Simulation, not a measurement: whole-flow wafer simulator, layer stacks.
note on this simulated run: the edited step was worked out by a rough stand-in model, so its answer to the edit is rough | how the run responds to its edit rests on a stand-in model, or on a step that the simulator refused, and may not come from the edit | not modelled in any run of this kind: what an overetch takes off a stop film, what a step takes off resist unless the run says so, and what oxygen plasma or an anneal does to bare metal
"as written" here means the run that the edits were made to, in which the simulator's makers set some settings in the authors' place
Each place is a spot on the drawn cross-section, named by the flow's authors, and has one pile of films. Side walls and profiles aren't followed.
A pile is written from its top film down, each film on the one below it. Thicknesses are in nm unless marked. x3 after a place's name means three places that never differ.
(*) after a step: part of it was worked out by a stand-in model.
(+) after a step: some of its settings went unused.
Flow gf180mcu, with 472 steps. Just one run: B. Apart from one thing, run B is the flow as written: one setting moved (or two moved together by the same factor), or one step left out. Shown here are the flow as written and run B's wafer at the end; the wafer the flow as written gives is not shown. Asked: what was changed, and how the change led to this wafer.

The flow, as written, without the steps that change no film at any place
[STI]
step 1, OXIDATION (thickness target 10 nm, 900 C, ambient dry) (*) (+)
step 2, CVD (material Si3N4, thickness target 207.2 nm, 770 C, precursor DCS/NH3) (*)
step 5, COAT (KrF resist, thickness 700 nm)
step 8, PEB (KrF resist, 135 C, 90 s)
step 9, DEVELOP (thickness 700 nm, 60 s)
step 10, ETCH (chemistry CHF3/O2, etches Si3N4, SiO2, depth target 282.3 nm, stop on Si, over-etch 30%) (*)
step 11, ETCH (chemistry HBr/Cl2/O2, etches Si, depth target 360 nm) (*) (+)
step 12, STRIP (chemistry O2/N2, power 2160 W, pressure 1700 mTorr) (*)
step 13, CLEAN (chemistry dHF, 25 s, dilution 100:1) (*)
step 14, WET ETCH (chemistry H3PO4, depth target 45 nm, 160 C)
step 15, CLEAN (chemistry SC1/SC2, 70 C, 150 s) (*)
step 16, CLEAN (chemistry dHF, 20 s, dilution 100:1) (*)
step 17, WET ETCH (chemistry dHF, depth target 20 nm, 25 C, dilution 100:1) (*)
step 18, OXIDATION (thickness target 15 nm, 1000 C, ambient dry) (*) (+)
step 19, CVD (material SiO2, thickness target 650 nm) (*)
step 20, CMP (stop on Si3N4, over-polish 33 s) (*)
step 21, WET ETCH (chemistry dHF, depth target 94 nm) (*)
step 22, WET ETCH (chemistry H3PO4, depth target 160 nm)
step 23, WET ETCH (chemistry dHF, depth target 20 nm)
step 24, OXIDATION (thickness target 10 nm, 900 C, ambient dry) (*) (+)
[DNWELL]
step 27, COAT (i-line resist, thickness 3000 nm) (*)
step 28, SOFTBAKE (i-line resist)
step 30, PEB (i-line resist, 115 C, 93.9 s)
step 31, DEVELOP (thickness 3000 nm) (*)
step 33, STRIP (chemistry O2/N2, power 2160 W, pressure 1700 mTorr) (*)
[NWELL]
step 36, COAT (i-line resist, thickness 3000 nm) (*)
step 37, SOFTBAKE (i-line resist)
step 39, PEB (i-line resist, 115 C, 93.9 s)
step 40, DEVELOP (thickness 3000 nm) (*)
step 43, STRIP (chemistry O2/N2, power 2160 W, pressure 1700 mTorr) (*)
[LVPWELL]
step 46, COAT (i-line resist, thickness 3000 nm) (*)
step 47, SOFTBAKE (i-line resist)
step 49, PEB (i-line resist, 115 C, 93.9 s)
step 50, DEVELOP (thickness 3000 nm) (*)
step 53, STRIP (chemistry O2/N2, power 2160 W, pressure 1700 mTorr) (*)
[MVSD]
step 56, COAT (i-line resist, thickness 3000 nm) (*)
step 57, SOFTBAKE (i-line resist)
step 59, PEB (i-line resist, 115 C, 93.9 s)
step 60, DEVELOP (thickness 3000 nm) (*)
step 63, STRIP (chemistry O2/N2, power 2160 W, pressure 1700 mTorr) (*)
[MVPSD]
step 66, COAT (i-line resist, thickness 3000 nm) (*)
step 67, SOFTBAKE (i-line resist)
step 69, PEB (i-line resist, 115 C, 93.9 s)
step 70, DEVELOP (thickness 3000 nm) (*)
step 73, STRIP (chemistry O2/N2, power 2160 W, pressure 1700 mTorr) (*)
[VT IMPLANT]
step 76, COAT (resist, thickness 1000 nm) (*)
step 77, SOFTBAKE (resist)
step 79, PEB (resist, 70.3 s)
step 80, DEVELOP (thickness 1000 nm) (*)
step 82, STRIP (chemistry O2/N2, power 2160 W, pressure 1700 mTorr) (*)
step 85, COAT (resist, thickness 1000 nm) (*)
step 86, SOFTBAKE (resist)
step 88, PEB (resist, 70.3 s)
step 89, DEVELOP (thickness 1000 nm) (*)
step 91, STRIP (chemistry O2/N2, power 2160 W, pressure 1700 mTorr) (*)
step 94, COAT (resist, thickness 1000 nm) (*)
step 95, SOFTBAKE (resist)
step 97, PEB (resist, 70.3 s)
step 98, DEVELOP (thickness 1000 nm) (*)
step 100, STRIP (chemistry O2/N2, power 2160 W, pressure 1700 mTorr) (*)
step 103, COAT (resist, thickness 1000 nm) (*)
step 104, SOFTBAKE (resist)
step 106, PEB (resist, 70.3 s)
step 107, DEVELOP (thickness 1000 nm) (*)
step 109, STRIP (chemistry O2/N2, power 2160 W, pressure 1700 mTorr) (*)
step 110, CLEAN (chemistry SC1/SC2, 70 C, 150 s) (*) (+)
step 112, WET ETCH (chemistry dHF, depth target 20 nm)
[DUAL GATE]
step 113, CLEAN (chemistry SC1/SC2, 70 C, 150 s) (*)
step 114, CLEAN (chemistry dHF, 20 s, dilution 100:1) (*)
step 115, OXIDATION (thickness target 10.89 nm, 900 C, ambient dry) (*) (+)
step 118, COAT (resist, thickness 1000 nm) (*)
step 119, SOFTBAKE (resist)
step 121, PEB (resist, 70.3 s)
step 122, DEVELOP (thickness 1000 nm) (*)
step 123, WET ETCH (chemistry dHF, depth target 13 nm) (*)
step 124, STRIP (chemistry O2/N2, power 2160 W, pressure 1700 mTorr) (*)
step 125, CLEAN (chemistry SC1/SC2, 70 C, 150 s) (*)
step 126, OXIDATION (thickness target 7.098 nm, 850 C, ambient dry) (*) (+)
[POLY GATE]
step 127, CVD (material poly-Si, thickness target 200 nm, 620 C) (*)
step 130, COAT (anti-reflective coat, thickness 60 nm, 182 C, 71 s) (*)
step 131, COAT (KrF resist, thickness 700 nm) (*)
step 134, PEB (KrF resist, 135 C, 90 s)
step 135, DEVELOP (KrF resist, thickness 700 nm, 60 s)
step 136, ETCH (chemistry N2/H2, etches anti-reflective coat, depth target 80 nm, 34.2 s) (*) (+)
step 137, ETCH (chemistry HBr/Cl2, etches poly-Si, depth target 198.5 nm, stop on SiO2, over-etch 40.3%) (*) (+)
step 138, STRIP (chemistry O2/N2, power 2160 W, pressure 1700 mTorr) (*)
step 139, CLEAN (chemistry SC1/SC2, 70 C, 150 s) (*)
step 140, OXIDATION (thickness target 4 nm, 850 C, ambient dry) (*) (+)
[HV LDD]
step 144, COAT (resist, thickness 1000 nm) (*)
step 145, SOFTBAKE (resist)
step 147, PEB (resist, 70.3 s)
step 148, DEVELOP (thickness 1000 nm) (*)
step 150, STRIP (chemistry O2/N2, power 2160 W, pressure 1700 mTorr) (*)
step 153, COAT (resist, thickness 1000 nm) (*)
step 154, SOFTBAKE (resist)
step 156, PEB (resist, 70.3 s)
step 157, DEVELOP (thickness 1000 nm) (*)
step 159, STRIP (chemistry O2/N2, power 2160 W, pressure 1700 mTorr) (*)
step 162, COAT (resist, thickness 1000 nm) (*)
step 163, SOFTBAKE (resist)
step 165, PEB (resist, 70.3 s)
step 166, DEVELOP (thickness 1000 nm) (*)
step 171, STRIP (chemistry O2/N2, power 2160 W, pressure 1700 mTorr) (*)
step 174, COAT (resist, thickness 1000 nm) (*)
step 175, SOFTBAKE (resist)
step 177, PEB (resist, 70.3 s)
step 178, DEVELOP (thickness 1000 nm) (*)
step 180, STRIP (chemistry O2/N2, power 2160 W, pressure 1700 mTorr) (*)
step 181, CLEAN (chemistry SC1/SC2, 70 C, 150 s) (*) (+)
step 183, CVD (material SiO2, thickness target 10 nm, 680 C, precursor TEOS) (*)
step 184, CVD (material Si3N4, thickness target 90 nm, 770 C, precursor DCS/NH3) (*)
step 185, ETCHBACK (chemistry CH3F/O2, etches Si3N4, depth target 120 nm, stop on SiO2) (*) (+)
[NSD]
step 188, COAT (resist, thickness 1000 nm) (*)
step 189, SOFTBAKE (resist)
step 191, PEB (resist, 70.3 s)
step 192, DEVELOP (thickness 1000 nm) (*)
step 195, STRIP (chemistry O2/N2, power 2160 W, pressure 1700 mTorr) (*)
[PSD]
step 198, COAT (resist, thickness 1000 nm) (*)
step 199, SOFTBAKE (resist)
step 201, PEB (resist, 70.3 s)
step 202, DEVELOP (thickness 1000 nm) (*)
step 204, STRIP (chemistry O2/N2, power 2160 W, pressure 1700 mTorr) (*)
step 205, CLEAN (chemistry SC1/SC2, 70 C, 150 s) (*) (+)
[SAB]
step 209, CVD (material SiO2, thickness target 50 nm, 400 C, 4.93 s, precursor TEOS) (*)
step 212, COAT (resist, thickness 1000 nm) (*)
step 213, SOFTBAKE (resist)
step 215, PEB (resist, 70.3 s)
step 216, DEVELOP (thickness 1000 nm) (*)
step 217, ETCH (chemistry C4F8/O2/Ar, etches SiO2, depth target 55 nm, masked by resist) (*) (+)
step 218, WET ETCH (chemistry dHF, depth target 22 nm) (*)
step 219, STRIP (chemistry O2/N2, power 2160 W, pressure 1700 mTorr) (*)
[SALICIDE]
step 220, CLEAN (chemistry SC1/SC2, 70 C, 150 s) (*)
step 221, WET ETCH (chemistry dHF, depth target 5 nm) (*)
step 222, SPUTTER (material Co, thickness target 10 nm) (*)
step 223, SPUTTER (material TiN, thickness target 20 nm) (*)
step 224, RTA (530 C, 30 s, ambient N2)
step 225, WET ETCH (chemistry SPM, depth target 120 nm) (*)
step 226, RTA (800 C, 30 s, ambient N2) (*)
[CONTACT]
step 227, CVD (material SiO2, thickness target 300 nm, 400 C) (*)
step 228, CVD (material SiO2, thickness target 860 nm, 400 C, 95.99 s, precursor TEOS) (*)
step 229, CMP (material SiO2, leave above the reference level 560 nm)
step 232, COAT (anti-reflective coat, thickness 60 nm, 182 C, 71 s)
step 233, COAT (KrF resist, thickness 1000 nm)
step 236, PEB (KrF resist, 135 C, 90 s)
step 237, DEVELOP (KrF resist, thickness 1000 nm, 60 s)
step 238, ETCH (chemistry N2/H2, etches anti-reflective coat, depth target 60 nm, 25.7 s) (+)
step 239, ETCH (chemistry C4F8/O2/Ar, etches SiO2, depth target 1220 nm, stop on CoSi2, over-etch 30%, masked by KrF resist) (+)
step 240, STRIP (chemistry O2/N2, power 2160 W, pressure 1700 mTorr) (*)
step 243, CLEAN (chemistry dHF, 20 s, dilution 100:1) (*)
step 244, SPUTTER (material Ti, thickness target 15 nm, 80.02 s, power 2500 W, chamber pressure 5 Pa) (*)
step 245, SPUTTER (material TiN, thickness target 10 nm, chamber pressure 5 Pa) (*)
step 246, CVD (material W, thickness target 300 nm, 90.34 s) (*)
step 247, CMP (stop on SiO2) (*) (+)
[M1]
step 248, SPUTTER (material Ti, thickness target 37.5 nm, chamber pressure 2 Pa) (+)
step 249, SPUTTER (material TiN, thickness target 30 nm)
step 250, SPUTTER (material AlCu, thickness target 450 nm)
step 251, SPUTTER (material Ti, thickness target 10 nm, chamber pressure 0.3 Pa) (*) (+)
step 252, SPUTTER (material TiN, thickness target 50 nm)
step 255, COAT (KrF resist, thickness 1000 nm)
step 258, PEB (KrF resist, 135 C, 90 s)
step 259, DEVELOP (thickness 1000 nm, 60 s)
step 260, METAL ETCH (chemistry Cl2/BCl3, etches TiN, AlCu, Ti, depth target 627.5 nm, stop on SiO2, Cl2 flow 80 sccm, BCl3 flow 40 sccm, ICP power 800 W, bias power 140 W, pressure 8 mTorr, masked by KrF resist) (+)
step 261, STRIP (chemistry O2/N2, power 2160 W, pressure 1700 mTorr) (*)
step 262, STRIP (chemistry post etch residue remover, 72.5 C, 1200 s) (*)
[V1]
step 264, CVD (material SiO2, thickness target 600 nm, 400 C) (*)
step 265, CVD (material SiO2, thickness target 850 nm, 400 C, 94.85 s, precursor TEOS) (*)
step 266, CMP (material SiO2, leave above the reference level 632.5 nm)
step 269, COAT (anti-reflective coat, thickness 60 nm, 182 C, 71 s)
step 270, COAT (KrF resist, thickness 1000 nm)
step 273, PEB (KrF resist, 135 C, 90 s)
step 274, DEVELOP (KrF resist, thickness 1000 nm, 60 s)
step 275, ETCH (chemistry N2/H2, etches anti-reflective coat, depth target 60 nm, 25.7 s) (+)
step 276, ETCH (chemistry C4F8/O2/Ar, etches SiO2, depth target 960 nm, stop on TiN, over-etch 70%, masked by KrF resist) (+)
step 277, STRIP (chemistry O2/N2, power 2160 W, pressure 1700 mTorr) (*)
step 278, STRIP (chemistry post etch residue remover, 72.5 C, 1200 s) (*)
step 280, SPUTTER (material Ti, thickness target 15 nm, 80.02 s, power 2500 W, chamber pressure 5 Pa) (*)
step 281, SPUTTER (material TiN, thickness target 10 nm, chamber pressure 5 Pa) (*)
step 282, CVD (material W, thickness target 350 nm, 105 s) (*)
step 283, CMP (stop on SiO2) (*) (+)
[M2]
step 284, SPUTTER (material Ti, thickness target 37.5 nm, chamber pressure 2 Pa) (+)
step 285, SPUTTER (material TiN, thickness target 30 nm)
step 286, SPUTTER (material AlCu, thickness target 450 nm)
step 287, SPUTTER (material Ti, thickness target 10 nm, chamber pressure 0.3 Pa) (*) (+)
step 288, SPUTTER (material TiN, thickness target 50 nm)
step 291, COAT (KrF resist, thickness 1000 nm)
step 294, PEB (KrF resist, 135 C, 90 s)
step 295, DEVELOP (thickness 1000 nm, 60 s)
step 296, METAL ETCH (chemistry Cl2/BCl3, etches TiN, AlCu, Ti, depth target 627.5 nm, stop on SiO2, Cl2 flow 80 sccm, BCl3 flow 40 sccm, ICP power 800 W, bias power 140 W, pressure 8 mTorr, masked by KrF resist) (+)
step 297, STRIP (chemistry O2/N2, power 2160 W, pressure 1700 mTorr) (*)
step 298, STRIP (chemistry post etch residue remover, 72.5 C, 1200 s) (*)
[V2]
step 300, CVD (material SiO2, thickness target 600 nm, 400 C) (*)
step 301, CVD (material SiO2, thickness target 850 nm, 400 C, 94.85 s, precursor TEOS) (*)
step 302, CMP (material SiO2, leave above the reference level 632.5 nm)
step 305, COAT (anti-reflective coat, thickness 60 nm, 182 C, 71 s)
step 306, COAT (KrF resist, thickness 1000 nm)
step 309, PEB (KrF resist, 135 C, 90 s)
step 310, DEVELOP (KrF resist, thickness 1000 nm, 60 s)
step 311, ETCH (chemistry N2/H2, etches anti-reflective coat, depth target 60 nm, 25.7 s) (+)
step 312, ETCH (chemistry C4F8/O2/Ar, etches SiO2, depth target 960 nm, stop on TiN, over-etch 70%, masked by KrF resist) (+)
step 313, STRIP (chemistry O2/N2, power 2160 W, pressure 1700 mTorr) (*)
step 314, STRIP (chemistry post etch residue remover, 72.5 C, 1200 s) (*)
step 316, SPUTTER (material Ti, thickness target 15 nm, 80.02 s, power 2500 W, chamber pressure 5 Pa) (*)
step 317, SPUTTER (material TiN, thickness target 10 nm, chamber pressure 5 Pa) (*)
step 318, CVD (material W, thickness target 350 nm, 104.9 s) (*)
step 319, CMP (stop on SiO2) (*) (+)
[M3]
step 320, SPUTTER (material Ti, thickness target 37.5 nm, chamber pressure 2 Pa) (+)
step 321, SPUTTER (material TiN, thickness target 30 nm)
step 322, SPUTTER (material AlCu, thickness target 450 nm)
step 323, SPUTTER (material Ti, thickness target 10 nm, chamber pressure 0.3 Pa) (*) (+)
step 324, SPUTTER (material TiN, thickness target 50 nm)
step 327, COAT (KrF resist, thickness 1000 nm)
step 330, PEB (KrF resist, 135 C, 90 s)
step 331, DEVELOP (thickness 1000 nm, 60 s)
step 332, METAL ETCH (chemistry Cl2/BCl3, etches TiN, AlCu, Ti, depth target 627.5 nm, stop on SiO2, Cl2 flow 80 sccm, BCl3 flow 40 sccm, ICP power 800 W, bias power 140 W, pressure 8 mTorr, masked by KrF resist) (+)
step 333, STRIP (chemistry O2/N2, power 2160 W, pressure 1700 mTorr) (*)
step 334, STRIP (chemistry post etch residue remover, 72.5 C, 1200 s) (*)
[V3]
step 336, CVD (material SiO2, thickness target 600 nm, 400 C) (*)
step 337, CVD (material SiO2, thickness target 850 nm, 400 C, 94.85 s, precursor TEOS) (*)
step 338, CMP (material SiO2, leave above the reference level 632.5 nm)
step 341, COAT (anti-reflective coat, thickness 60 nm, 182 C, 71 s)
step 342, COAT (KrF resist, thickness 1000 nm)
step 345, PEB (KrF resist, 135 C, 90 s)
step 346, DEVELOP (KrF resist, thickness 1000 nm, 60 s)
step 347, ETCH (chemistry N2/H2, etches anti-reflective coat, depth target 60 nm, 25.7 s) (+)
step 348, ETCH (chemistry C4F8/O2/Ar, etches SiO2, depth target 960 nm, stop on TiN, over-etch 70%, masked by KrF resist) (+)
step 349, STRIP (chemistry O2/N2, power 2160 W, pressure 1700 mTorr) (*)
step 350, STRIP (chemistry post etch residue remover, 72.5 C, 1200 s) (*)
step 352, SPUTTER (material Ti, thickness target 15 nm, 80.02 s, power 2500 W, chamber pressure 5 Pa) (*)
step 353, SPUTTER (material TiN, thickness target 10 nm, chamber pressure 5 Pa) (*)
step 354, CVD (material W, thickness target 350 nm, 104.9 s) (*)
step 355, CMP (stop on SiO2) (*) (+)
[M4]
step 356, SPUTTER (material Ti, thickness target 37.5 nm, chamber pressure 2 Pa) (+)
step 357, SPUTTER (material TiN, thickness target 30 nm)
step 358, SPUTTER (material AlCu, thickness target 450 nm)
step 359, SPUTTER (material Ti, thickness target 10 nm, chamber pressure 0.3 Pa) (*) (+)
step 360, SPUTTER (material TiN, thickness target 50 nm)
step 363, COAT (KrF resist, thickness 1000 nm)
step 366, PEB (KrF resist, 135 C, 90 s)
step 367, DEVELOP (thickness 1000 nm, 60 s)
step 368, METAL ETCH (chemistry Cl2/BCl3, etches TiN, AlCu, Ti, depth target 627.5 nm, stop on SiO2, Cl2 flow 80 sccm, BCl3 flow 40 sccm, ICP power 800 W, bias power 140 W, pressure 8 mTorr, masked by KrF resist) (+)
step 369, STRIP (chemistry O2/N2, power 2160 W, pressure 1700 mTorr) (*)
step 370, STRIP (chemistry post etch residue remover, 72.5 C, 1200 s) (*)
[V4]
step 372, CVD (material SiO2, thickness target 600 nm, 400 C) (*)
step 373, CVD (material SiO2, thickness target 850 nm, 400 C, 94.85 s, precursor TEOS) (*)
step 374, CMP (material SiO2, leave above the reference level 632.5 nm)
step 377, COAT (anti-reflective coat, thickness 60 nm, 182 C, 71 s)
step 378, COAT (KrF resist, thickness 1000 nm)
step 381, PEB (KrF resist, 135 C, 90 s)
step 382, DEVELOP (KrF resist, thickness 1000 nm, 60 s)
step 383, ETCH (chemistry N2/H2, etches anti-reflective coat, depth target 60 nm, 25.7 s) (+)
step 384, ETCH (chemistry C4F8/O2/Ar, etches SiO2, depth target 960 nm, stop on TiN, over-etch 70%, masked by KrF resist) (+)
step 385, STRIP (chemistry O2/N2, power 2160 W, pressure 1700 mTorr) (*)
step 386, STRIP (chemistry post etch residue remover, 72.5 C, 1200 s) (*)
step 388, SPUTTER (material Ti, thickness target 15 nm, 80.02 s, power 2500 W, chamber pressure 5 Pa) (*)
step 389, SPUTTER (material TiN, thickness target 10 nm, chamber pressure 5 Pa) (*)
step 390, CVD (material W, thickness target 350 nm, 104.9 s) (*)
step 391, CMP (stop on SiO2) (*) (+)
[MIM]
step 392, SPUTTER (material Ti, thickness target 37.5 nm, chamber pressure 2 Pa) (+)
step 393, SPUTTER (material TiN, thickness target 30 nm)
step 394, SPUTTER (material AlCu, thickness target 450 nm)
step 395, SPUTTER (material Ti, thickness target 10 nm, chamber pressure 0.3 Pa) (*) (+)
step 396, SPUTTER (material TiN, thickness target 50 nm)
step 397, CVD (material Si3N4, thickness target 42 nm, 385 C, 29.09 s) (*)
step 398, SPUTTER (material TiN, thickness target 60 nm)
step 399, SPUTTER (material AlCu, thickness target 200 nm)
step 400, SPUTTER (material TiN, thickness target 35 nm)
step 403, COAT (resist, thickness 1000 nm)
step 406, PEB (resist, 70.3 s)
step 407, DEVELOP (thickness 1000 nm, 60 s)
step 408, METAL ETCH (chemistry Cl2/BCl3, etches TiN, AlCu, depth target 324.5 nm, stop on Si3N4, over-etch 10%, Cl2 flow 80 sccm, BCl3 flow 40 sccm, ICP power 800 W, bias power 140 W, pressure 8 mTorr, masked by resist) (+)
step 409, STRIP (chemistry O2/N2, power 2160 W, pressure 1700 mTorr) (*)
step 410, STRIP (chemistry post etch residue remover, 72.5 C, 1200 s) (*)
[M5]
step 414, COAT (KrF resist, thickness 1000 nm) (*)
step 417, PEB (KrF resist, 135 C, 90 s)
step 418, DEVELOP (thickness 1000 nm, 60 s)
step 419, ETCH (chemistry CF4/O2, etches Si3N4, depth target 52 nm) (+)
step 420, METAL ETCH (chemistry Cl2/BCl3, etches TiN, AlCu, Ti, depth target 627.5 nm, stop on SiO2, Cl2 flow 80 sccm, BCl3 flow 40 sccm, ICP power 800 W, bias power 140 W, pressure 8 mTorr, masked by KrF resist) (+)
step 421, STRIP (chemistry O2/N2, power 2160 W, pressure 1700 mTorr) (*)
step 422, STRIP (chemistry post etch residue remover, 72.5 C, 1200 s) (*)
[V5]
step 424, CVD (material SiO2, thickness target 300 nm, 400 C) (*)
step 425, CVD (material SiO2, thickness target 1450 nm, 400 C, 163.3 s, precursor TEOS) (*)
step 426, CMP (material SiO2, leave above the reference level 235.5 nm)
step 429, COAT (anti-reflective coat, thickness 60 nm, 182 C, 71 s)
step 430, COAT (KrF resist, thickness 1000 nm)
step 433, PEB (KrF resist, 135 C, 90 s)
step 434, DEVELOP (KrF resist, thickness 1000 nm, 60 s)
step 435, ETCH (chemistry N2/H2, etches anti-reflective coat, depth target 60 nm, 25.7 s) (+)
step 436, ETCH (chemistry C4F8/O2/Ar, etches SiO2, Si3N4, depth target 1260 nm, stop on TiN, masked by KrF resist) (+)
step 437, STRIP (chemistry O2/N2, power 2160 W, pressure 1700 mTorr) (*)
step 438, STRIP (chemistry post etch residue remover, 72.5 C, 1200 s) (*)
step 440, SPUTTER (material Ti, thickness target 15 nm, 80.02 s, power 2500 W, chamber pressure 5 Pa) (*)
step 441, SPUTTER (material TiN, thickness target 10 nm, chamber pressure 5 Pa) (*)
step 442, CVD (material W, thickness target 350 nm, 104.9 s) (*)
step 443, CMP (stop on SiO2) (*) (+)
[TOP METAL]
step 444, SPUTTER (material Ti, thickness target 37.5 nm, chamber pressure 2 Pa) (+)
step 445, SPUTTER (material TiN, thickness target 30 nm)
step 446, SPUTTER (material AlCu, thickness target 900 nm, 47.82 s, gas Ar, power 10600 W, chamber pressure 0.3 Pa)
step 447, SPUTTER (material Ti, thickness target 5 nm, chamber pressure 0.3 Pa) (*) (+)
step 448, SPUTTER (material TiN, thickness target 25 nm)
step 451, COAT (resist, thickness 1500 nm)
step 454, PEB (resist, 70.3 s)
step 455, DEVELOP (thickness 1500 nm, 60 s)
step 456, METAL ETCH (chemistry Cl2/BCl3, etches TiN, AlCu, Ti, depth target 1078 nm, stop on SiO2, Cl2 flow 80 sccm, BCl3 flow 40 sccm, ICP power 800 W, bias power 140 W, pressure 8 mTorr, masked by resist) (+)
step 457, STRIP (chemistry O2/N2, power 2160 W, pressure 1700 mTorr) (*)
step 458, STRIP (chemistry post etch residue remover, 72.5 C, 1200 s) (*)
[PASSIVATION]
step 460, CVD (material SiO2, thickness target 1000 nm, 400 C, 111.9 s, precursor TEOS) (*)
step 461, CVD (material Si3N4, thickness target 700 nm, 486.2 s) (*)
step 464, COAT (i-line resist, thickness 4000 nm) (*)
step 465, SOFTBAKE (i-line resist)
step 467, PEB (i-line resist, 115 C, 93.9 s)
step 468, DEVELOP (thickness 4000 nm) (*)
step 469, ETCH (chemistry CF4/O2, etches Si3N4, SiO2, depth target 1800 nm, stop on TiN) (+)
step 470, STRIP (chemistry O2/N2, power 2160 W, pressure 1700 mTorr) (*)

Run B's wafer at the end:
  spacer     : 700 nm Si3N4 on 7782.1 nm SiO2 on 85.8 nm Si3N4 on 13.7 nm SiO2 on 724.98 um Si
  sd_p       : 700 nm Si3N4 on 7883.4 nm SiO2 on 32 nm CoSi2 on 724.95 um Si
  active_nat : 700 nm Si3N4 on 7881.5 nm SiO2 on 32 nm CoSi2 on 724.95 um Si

Cause: step 183, CVD: thickness target 6.5 nm was run, though the flow has thickness target 10 nm.

The path from the change to this, step by step:
  step 183, CVD (material SiO2, thickness target 10 nm, 680 C, precursor TEOS) (*)
      field, field__w1, field__w2 and 99 more: +6.5 SiO2 (it would be, as written: +10 SiO2)
      ld_drift_p: +6.42 SiO2 (it would be, as written: +9.87 SiO2)
      (as well as at 1 more place)
  step 189, SOFTBAKE (resist)
      field: -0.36 resist (it would be, as written: +3.56 resist)
      active_hv: -0.53 resist (it would be, as written: +2.68 resist)
      (as well as at 3 more places)
  step 199, SOFTBAKE (resist)
      field: -0.36 resist (it would be, as written: +3.56 resist)
      active_hv: -0.53 resist (it would be, as written: +2.68 resist)
      (as well as at 3 more places)
  step 218, WET ETCH (chemistry dHF, depth target 22 nm) (*)
      gate, gate_hv, gate_p and 23 more: -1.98 SiO2 (all of it) (it would be, as written: -5.48 SiO2 (all of it))
      active, p_well, sd_n, iso_ptap_pw, iso_ntap_nw, iso_ptap_sub, vpnp_e: -5.51 SiO2 (all of it) (it would be, as written: -9.01 SiO2 (all of it))
      (as well as at 16 more places)
  step 229, CMP (material SiO2, leave above the reference level 560 nm)
      mim: -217 SiO2 (it would be, as written: -221.5 SiO2)
